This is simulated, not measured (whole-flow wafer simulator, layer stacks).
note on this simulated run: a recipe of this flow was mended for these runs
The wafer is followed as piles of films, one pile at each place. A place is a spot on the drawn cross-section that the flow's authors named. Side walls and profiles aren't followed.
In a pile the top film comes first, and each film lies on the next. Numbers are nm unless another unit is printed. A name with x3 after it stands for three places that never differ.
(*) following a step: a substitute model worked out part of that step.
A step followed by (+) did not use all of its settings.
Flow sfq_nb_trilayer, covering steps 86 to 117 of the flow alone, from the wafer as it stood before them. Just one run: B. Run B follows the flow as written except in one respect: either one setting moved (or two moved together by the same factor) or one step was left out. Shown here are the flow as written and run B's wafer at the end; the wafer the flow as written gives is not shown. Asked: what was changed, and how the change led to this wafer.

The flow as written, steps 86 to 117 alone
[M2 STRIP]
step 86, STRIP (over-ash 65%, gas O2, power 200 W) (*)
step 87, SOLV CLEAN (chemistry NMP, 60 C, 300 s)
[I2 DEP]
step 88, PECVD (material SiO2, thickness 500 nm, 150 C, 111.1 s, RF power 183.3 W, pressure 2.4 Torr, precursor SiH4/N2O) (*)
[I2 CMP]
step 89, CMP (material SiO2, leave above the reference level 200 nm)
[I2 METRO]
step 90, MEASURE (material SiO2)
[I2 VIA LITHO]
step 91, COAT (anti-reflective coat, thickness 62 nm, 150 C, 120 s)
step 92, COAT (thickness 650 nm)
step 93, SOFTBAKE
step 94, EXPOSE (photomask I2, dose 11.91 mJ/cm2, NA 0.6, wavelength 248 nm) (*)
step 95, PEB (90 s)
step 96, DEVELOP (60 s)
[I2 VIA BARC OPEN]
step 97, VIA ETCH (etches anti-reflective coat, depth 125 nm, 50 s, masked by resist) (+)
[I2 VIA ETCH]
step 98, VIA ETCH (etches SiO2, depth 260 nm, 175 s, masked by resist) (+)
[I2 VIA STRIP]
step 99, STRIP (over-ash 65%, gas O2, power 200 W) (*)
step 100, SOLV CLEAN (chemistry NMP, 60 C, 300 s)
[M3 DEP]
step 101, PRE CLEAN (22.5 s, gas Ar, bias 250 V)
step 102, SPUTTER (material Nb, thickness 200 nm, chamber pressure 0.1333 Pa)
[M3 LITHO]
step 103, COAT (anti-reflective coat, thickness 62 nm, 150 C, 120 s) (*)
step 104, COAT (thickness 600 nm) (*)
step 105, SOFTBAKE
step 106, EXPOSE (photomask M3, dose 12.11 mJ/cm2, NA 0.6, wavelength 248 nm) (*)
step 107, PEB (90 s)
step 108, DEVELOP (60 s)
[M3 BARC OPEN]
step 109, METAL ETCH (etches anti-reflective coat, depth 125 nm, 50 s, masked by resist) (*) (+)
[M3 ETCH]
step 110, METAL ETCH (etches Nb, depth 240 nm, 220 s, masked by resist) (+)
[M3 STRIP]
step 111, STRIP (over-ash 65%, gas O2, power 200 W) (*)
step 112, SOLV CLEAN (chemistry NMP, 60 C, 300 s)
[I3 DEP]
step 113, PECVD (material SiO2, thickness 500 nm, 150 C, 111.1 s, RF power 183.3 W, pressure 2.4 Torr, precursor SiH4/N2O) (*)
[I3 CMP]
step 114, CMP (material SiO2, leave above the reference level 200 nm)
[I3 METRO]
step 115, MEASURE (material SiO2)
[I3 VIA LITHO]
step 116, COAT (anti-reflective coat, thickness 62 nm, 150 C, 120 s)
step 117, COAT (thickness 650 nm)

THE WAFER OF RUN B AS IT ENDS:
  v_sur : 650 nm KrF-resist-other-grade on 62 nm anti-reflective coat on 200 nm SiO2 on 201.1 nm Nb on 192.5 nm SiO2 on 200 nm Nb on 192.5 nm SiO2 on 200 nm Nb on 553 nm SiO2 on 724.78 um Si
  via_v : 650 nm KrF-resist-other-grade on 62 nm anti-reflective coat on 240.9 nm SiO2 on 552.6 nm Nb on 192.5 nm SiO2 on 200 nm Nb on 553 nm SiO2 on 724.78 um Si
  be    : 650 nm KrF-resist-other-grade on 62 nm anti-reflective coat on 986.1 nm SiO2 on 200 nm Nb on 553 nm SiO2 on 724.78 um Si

Cause: step 88, PECVD: material SiO2, thickness 500 nm, 150 C, 111.1 s, RF power 183.3 W, pressure 2.4 Torr, precursor SiH4/N2O (*), was omitted.

The path from the change to this, step by step:
  step 89, CMP (material SiO2, leave above the reference level 200 nm)
      field_l, be, be_sur and 81 more: nothing (in the flow as written it would be: SiO2 loses 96)
      v_sur, via_wl, via_w and 18 more: Nb loses 192.5 (in the flow as written it would be: SiO2 loses 300)
      (and at 1 other place as well)
  step 91, COAT (anti-reflective coat, thickness 62 nm, 150 C, 120 s)
      be_sur, m0r_line_l x3, m0r_line_r x3: anti-reflective coat gains 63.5 (new film) (in the flow as written it would be: anti-reflective coat gains 62 (new film))
      m0r_space_l, m0r_space_r, r5r_line_c, m6r_space_l x2, m6r_space_r x2: anti-reflective coat gains 64.3 (new film) (in the flow as written it would be: anti-reflective coat gains 62 (new film))
      (and at 31 other places as well)
  step 98, VIA ETCH (etches SiO2, depth 260 nm, 175 s, masked by resist) (+)
      via_w: Nb loses 7.5 (all of it), SiO2 loses 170 (in the flow as written it would be: SiO2 loses 199.7 (all of it), Nb loses 5.03)
  step 99, STRIP (over-ash 65%, gas O2, power 200 W) (*)
      m0r_space_l, m0r_space_r, r5r_line_c, m6r_space_l x2, m6r_space_r x2: KrF-resist-other-grade loses 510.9 (all of it), anti-reflective coat loses 64.3 (all of it) (in the flow as written it would be: KrF-resist-other-grade loses 510.8 (all of it), anti-reflective coat loses 62 (all of it))
      m0r_line_l x3, m0r_line_r x3: KrF-resist-other-grade loses 511.6 (all of it), anti-reflective coat loses 63.5 (all of it) (in the flow as written it would be: KrF-resist-other-grade loses 510.8 (all of it), anti-reflective coat loses 62 (all of it))
      (and at 32 other places as well)
  step 101, PRE CLEAN (22.5 s, gas Ar, bias 250 V)
      v_sur, via_wl, via_wr and 18 more: Nb loses 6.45 (in the flow as written it would be: SiO2 loses 7.5)
      via_w: SiO2 loses 7.5 (in the flow as written it would be: Nb loses 6.45)
  step 102, SPUTTER (material Nb, thickness 200 nm, chamber pressure 0.1333 Pa)
      v_sur, via_wl, via_wr and 17 more: Nb gains 200 (in the flow as written it would be: Nb gains 200 (new film))
      via_w: Nb gains 170 (new film) (in the flow as written it would be: Nb gains 164.5)
      (and at 1 other place as well)
  step 103, COAT (anti-reflective coat, thickness 62 nm, 150 C, 120 s) (*)
      p4_fm, m0r_line_l x3, m0r_line_r x3: anti-reflective coat gains 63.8 (new film) (in the flow as written it would be: anti-reflective coat gains 62 (new film))
      m0r_space_l, m0r_space_r, r5r_line_c, m6r_space_l x2, m6r_space_r x2: anti-reflective coat gains 64.7 (new film) (in the flow as written it would be: anti-reflective coat gains 62 (new film))
      (and at 32 other places as well)
  step 104, COAT (thickness 600 nm) (*)
      via_w: KrF-resist-other-grade gains 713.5 (new film) (in the flow as written it would be: KrF-resist-other-grade gains 738.9 (new film))
  step 109, METAL ETCH (etches anti-reflective coat, depth 125 nm, 50 s, masked by resist) (*) (+)
      p4_fm, m0r_line_l x3, m0r_line_r x3: anti-reflective coat loses 63.8 (all of it) (in the flow as written it would be: anti-reflective coat loses 62 (all of it))
      m0r_space_l, m0r_space_r, r5r_line_c, m6r_space_l x2, m6r_space_r x2: anti-reflective coat loses 64.7 (all of it) (in the flow as written it would be: anti-reflective coat loses 62 (all of it))
      (and at 23 other places as well)
  step 111, STRIP (over-ash 65%, gas O2, power 200 W) (*)
      v_sur: KrF-resist-other-grade loses 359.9 (all of it), anti-reflective coat loses 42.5 (all of it) (in the flow as written it would be: KrF-resist-other-grade loses 361 (all of it), anti-reflective coat loses 46 (all of it))
      via_wl: KrF-resist-other-grade loses 379 (all of it), anti-reflective coat loses 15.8 (all of it) (in the flow as written it would be: KrF-resist-other-grade loses 381.1 (all of it), anti-reflective coat loses 16.7 (all of it))
      (and at 7 other places as well)
  step 113, PECVD (material SiO2, thickness 500 nm, 150 C, 111.1 s, RF power 183.3 W, pressure 2.4 Torr, precursor SiH4/N2O) (*)
      via_w: SiO2 gains 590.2 (new film) (in the flow as written it would be: SiO2 gains 621.2 (new film))
  step 114, CMP (material SiO2, leave above the reference level 200 nm)
      field_l, be, be_sur and 64 more: SiO2 loses 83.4 (in the flow as written it would be: SiO2 loses 96)
      p4_w1, p4_w2, p4_w3 and 6 more: SiO2 loses 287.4 (in the flow as written it would be: SiO2 loses 300)
      (and at 9 other places as well)
Taking metal films that touch as one body, v_sur has 3 bodies (between them, from the top down: SiO2 192.5; SiO2 192.5); the flow as written gives 4 bodies (between them, from the top down: SiO2 192.5; SiO2 192.5; SiO2 192.5).
Taking metal films that touch as one body, via_v has 2 bodies (between them, from the top down: SiO2 192.5); the flow as written gives 3 bodies (between them, from the top down: SiO2 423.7; SiO2 192.5).
